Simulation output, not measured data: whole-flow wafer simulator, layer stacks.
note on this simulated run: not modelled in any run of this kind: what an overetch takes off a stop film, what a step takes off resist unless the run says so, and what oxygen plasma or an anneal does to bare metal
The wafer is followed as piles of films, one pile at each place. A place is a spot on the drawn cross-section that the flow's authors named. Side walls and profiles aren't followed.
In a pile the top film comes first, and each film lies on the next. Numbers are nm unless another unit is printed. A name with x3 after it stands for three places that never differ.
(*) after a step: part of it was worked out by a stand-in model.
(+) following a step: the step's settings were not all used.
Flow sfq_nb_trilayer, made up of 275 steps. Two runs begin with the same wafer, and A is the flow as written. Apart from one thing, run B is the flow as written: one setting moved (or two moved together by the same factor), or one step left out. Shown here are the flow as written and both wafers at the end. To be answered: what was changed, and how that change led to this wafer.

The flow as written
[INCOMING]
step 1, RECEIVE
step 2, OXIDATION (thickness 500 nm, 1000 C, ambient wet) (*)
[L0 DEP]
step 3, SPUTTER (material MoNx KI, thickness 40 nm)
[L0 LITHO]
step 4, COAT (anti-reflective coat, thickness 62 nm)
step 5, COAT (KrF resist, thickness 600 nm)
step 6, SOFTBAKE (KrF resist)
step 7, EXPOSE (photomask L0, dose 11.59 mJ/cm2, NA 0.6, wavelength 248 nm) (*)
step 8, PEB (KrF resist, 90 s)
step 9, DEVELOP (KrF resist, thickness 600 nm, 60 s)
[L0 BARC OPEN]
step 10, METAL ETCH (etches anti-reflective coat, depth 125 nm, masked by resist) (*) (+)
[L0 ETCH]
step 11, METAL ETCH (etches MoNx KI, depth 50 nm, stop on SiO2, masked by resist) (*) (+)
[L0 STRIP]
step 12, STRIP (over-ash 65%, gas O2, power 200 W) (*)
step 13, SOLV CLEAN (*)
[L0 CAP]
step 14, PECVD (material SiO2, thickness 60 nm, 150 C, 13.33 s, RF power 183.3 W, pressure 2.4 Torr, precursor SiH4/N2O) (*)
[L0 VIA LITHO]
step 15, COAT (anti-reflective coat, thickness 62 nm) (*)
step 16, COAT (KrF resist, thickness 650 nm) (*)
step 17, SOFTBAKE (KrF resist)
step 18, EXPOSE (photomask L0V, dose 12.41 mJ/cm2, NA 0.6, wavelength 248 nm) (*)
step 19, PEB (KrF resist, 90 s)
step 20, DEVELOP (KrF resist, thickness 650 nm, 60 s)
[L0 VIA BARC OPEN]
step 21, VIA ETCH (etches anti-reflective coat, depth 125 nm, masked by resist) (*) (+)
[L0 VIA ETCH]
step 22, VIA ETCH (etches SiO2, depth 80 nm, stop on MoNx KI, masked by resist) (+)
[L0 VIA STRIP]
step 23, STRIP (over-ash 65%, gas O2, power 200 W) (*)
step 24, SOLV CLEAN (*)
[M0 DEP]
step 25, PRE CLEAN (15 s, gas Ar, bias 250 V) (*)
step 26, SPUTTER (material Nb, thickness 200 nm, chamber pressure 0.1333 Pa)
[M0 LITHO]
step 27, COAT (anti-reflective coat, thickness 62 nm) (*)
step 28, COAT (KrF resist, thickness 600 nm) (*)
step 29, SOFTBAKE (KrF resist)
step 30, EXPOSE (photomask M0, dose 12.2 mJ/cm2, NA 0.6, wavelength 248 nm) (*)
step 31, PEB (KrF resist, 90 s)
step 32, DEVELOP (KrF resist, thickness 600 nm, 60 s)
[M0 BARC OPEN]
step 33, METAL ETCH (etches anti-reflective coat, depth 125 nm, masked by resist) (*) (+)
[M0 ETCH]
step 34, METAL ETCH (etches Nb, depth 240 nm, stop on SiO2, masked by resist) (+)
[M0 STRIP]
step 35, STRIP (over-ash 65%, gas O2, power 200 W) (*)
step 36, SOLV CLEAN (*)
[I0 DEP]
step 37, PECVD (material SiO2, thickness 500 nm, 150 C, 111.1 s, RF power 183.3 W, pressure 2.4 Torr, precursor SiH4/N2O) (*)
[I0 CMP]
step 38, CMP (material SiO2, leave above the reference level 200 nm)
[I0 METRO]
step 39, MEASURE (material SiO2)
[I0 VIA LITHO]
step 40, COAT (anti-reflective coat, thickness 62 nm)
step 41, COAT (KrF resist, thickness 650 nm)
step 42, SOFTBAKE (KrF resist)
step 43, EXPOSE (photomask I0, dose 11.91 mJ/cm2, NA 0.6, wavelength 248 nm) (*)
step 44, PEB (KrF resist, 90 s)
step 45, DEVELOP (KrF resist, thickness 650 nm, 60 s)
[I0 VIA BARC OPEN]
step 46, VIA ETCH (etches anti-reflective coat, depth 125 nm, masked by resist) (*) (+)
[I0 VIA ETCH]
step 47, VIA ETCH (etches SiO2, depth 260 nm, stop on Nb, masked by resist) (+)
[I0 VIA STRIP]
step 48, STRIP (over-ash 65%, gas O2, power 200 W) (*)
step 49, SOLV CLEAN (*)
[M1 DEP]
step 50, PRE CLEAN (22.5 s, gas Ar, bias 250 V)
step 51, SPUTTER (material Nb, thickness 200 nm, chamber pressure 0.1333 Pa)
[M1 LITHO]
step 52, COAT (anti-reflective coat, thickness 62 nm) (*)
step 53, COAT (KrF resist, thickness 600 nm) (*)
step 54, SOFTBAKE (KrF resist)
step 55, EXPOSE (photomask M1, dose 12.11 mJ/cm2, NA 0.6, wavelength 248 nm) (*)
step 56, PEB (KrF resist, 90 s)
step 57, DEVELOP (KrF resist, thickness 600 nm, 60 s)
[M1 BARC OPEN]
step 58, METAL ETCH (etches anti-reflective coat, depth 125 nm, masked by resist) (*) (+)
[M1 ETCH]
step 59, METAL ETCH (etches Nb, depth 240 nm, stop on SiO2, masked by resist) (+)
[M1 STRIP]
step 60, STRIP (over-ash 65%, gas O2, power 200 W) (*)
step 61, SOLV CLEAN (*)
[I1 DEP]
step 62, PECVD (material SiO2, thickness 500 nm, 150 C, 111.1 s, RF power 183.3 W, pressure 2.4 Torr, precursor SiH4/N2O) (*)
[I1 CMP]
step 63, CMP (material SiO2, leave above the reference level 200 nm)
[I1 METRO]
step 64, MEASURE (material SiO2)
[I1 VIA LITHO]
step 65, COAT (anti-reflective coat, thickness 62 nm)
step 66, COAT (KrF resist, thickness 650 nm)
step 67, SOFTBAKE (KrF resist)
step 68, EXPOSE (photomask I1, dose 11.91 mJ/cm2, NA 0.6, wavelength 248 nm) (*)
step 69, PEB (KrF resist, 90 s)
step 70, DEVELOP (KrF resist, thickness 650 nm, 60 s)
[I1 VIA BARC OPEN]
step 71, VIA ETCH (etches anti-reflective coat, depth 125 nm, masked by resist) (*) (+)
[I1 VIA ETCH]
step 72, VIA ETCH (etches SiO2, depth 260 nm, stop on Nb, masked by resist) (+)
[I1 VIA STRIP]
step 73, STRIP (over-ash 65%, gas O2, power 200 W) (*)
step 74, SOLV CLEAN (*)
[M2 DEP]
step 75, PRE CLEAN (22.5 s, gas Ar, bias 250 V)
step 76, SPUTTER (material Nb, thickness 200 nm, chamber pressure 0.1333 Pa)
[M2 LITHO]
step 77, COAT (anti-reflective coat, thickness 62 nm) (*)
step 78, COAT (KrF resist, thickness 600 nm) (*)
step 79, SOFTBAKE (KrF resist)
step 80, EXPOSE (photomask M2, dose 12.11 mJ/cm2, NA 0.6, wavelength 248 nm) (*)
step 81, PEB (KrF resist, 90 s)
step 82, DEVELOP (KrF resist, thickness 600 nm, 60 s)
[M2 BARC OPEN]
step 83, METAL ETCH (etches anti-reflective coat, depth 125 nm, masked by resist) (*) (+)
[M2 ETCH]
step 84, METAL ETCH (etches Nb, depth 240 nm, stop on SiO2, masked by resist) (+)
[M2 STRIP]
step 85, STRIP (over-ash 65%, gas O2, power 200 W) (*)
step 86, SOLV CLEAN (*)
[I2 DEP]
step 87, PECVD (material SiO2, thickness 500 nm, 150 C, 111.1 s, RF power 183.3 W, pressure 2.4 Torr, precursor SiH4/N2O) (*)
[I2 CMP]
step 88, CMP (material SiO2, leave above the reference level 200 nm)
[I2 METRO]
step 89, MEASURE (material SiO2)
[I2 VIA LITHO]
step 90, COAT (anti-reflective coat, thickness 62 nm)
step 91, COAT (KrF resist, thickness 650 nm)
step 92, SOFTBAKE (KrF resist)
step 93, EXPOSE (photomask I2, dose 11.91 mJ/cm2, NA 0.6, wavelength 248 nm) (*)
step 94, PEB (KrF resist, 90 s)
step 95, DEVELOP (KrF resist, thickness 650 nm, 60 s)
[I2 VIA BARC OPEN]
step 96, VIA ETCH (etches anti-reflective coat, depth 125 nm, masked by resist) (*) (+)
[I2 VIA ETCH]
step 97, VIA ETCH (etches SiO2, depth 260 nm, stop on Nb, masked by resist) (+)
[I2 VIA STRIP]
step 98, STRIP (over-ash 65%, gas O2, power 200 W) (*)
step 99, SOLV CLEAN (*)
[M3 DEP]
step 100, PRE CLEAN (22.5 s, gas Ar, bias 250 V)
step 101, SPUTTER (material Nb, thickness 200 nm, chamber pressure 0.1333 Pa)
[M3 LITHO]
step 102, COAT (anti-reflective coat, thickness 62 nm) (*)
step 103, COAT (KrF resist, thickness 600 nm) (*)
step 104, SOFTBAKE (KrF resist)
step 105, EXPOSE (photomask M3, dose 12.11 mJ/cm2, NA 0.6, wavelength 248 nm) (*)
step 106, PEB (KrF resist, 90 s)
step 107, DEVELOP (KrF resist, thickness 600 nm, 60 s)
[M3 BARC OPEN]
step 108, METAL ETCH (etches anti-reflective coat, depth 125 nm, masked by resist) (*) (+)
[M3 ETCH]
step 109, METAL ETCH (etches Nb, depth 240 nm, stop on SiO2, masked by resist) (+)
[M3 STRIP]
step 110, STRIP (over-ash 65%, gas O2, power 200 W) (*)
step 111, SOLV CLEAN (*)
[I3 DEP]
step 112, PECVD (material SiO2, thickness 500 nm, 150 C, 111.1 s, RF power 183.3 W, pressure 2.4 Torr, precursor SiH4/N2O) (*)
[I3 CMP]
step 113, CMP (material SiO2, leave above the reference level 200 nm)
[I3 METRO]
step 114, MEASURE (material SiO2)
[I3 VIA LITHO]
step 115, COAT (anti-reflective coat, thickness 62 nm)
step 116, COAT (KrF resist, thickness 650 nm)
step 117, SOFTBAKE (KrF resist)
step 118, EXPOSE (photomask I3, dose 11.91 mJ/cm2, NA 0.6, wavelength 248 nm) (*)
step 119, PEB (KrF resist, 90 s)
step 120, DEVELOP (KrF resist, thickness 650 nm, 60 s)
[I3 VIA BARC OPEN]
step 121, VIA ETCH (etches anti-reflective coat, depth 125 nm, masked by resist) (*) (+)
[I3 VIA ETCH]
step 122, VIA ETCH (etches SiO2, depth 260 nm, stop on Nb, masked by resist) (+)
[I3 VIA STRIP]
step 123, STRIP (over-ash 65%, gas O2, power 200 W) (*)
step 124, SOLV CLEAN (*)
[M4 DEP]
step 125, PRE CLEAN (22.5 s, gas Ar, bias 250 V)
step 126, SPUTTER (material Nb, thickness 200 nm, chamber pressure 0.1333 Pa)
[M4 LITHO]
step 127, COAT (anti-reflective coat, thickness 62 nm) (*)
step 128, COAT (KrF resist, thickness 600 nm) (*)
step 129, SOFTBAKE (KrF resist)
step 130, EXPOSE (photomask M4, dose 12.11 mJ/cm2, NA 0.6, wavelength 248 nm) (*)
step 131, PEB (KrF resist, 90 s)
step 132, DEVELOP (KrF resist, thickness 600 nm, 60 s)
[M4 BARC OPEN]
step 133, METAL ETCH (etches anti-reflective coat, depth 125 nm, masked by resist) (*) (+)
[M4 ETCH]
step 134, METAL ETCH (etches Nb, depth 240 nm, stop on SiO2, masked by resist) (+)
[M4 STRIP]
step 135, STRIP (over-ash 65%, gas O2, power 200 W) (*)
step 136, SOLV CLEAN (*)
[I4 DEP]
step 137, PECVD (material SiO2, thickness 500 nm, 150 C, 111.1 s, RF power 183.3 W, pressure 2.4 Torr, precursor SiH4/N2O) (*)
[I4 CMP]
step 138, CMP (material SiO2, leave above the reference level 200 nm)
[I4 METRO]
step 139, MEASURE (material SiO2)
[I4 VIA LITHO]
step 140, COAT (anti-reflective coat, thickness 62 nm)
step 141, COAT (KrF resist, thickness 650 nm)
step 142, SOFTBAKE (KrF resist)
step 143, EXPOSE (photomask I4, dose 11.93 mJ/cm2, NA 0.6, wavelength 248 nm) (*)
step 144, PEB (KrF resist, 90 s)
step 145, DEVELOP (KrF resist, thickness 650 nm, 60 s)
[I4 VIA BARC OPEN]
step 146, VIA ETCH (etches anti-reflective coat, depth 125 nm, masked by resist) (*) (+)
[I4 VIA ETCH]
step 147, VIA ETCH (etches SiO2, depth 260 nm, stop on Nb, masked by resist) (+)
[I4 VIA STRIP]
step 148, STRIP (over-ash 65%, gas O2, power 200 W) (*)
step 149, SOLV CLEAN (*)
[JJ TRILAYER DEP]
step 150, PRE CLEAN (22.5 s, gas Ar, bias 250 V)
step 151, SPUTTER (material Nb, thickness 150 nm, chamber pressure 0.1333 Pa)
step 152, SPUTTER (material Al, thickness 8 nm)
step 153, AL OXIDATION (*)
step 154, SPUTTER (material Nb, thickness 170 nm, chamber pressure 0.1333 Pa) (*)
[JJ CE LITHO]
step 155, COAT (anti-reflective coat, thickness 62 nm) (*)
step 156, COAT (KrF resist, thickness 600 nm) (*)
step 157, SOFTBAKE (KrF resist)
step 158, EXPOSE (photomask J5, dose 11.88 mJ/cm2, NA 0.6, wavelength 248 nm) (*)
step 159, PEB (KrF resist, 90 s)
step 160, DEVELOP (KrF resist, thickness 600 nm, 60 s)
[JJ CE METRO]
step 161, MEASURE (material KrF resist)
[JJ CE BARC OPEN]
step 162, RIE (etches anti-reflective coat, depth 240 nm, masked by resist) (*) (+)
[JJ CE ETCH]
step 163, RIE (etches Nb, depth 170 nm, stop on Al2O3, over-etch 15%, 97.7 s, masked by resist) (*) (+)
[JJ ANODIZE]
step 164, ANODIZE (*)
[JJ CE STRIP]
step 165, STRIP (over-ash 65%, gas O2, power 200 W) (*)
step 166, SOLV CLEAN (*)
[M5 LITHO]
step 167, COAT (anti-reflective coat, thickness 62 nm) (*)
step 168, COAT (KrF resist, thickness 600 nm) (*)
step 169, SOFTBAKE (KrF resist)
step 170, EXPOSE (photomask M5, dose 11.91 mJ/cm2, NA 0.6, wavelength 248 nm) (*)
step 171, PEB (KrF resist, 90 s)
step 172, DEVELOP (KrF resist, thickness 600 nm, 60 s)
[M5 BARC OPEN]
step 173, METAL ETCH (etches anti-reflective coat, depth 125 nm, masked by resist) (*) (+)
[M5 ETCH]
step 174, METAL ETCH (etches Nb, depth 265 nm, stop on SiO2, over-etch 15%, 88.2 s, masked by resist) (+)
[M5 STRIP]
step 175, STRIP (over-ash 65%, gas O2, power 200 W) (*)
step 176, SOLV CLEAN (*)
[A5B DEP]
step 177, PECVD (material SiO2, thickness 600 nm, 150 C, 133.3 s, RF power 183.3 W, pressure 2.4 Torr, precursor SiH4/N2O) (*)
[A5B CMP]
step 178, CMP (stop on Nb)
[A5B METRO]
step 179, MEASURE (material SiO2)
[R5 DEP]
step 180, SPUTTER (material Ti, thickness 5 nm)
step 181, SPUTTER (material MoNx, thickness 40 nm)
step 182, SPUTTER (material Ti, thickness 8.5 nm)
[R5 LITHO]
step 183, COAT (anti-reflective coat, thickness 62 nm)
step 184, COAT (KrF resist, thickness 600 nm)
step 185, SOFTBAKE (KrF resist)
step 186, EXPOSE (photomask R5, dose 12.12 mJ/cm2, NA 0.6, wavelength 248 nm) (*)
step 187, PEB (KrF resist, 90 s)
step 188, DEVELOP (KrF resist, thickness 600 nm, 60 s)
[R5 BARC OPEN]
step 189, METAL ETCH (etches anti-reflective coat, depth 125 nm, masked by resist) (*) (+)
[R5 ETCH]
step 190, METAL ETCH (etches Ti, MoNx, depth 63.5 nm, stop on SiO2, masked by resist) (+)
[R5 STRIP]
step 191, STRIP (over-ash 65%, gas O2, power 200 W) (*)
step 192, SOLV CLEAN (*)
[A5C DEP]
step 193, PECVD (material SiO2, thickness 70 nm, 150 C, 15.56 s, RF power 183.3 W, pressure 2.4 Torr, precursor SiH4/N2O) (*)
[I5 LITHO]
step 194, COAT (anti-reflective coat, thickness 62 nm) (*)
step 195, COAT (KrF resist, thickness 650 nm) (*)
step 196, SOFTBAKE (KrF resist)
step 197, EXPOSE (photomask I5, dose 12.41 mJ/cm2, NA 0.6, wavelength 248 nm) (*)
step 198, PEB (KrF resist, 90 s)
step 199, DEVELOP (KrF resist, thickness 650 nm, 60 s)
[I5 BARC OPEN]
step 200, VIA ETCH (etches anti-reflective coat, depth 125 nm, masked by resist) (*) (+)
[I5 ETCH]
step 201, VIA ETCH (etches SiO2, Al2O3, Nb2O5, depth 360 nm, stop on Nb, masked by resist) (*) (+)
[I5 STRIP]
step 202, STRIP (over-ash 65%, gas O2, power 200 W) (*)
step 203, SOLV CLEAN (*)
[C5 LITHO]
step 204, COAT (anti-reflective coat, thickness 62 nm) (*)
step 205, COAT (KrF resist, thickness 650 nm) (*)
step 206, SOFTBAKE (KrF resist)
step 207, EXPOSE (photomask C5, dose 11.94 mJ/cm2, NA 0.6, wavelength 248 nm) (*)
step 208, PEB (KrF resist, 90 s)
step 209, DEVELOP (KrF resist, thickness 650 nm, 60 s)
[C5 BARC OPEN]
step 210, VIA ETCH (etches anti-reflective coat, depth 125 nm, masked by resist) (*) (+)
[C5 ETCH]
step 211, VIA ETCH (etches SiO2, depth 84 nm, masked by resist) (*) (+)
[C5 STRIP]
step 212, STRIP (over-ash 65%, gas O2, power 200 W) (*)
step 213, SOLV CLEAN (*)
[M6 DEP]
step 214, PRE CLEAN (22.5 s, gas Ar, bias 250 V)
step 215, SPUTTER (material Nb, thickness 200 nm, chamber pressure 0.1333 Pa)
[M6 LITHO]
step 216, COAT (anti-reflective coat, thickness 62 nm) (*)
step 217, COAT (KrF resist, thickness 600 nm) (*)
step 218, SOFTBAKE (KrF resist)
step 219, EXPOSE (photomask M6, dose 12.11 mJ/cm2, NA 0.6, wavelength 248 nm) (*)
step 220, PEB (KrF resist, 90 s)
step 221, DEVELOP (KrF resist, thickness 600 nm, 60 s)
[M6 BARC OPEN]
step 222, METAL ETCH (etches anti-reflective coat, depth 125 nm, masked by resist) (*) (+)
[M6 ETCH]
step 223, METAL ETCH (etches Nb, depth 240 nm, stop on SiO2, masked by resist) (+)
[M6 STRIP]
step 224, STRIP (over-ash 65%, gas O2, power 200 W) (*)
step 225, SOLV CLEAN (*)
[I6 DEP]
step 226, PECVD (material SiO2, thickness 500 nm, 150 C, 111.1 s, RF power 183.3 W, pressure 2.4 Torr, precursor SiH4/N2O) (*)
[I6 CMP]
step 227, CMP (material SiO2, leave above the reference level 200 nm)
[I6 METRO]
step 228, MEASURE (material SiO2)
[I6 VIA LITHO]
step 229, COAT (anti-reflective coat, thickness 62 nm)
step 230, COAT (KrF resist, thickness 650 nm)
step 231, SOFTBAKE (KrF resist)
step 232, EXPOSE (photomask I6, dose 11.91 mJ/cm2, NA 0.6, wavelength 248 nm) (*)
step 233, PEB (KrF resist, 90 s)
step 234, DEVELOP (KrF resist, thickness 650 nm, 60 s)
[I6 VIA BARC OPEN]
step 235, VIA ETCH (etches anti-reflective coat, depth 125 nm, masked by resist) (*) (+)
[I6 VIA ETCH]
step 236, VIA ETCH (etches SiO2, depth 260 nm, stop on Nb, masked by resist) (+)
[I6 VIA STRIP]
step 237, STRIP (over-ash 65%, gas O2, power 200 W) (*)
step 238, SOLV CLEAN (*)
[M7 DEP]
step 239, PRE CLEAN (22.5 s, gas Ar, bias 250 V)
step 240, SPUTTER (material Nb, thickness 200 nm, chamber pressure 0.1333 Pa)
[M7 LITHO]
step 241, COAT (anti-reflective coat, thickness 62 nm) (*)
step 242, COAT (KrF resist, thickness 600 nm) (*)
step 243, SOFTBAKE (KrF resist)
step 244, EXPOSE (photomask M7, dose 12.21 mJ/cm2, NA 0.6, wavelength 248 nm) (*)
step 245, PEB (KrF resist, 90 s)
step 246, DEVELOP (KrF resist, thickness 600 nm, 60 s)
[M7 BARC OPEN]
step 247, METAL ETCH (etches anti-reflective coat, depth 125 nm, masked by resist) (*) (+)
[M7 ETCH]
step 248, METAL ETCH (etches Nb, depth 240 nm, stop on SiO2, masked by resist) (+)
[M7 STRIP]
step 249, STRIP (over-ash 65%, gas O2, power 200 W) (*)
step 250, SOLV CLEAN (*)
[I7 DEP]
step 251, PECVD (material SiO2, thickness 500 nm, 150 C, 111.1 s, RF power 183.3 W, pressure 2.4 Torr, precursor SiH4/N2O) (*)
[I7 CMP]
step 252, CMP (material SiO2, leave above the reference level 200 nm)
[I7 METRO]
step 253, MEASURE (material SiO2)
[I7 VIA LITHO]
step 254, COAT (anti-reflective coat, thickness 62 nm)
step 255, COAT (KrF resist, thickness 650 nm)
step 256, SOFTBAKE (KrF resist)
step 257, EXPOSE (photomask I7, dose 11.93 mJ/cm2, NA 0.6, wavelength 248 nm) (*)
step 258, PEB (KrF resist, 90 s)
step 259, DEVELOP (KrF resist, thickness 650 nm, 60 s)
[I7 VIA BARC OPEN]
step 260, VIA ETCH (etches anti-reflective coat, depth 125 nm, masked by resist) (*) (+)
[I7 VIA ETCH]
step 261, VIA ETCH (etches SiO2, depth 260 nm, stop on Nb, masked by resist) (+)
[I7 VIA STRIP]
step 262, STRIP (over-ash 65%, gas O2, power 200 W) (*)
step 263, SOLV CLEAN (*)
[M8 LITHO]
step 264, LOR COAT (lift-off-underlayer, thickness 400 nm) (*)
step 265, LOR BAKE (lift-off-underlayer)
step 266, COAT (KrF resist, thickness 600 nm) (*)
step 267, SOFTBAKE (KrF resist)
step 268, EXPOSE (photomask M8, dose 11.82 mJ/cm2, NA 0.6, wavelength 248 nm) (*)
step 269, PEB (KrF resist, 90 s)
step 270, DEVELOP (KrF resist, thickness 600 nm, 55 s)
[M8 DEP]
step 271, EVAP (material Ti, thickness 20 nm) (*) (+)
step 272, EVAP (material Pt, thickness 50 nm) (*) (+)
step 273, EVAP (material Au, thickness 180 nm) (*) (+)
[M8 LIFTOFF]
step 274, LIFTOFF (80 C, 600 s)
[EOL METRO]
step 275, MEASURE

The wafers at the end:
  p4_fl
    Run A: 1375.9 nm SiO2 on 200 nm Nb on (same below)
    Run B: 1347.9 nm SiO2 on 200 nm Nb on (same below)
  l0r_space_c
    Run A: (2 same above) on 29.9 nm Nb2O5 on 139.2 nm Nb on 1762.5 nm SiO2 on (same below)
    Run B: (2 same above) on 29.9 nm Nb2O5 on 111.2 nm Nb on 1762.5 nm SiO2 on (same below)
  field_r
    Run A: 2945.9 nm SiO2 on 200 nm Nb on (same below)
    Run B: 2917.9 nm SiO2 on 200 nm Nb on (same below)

Cause: step 151, SPUTTER: thickness 122 nm was run, while the flow as written has thickness 150 nm.

The path from the change to this, step by step:
  step 151, SPUTTER (material Nb, thickness 150 nm, chamber pressure 0.1333 Pa)
      field_l, v_sur, via_sp and 100 more: A Nb gains 150 (new film) | B Nb gains 122 (new film)
      via_wl, via_w, via_wr: A Nb gains 130.4 | B Nb gains 105.9
  step 155, COAT (anti-reflective coat, thickness 62 nm) (*)
      via_wl, via_wr: A anti-reflective coat gains 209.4 (new film) | B anti-reflective coat gains 202.1 (new film)
      via_w: A anti-reflective coat gains 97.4 (new film) | B anti-reflective coat gains 95.2 (new film)
  step 162, RIE (etches anti-reflective coat, depth 240 nm, masked by resist) (*) (+)
      ce_l, c5j, ce_r, wl_jj: A KrF resist loses 209.4 | B KrF resist loses 202.1
      via_wl, via_wr: A anti-reflective coat loses 209.4 (all of it) | B anti-reflective coat loses 202.1 (all of it)
      (and at 1 other place as well)
  step 165, STRIP (over-ash 65%, gas O2, power 200 W) (*)
      ce_l: A KrF resist loses 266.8 (all of it), anti-reflective coat loses 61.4 (all of it) | B KrF resist loses 274.1 (all of it), anti-reflective coat loses 61.4 (all of it)
      c5j: A KrF resist loses 266.9 (all of it), anti-reflective coat loses 61.5 (all of it) | B KrF resist loses 274.1 (all of it), anti-reflective coat loses 61.5 (all of it)
      (and at 2 other places as well)
  step 167, COAT (anti-reflective coat, thickness 62 nm) (*)
      via_wl: A anti-reflective coat gains 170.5 (new film) | B anti-reflective coat gains 166.2 (new film)
      via_wr: A anti-reflective coat gains 170.6 (new film) | B anti-reflective coat gains 166.2 (new film)
      (and at 2 other places as well)
  step 174, METAL ETCH (etches Nb, depth 265 nm, stop on SiO2, over-etch 15%, 88.2 s, masked by resist) (+)
      field_l, r_sur, res and 50 more: A Al2O3 loses 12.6 (all of it), Nb2O5 loses 29.9 (all of it), Nb loses 139.2 (all of it), SiO2 loses 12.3 | B Al2O3 loses 12.6 (all of it), Nb2O5 loses 29.9 (all of it), Nb loses 111.2 (all of it), SiO2 loses 15.1
  step 175, STRIP (over-ash 65%, gas O2, power 200 W) (*)
      via_wl: A KrF resist loses 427 (all of it), anti-reflective coat loses 170.5 (all of it) | B KrF resist loses 428.3 (all of it), anti-reflective coat loses 166.2 (all of it)
      via_wr: A KrF resist loses 427.6 (all of it), anti-reflective coat loses 170.6 (all of it) | B KrF resist loses 428.9 (all of it), anti-reflective coat loses 166.2 (all of it)
      (and at 2 other places as well)
  step 178, CMP (stop on Nb)
      field_l, p4_fl, p4_fm and 39 more: A SiO2 loses 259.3 | B SiO2 loses 284.5
      r_sur, res, r_end, moat, field_r, lsp_l: A SiO2 loses 252.3 | B SiO2 loses 278.4
      (and at 5 other places as well)
